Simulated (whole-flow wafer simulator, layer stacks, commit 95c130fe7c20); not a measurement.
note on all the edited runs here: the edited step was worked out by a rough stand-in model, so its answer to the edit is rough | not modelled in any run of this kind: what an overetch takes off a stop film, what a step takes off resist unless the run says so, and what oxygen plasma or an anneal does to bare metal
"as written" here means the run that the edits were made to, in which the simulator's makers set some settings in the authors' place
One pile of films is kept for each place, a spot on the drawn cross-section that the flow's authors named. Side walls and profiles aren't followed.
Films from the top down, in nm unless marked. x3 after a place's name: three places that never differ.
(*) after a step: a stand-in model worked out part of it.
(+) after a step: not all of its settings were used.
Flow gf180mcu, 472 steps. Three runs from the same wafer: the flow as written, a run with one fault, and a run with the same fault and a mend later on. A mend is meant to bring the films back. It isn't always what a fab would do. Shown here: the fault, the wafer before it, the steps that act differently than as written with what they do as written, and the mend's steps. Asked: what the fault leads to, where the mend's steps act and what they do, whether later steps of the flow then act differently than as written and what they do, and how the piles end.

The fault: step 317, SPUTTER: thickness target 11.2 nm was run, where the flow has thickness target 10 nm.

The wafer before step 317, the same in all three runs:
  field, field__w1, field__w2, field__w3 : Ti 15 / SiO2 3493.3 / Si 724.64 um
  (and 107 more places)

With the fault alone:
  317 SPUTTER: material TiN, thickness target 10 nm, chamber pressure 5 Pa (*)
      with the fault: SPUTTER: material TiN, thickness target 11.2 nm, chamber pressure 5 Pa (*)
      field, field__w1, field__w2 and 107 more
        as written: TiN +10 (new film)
        with the fault: TiN +11.2 (new film)
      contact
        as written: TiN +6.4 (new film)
        with the fault: TiN +7.17 (new film)
  Later steps of the flow that act differently than as written (1 more step differs only slightly, by at most 2% or 0.5 nm, whichever is larger, and isn't shown):
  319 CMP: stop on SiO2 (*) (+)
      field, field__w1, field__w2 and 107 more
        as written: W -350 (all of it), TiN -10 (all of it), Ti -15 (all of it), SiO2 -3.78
        with the fault: W -350 (all of it), TiN -11.2 (all of it), Ti -15 (all of it), SiO2 -3.8
  At the end the piles differ from the flow's by more than 2% or 0.5 nm, whichever is larger, at contact.
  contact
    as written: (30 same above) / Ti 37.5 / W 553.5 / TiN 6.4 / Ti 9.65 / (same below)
    with the fault: (30 same above) / Ti 37.5 / W 552.7 / TiN 7.17 / Ti 9.65 / (same below)

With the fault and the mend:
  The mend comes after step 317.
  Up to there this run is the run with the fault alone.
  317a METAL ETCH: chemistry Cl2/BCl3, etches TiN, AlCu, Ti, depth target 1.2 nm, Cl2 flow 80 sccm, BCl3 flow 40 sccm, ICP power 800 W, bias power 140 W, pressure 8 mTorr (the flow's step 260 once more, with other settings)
      field, field__w1, field__w2 and 108 more
        TiN -1.2
  No later step of the flow acts differently than as written, at any place that is followed, by more than 2% or 0.5 nm, whichever is larger.
  At the end the piles differ from the flow's only slightly at the places that both follow, by at most 2% or 0.5 nm, whichever is larger.
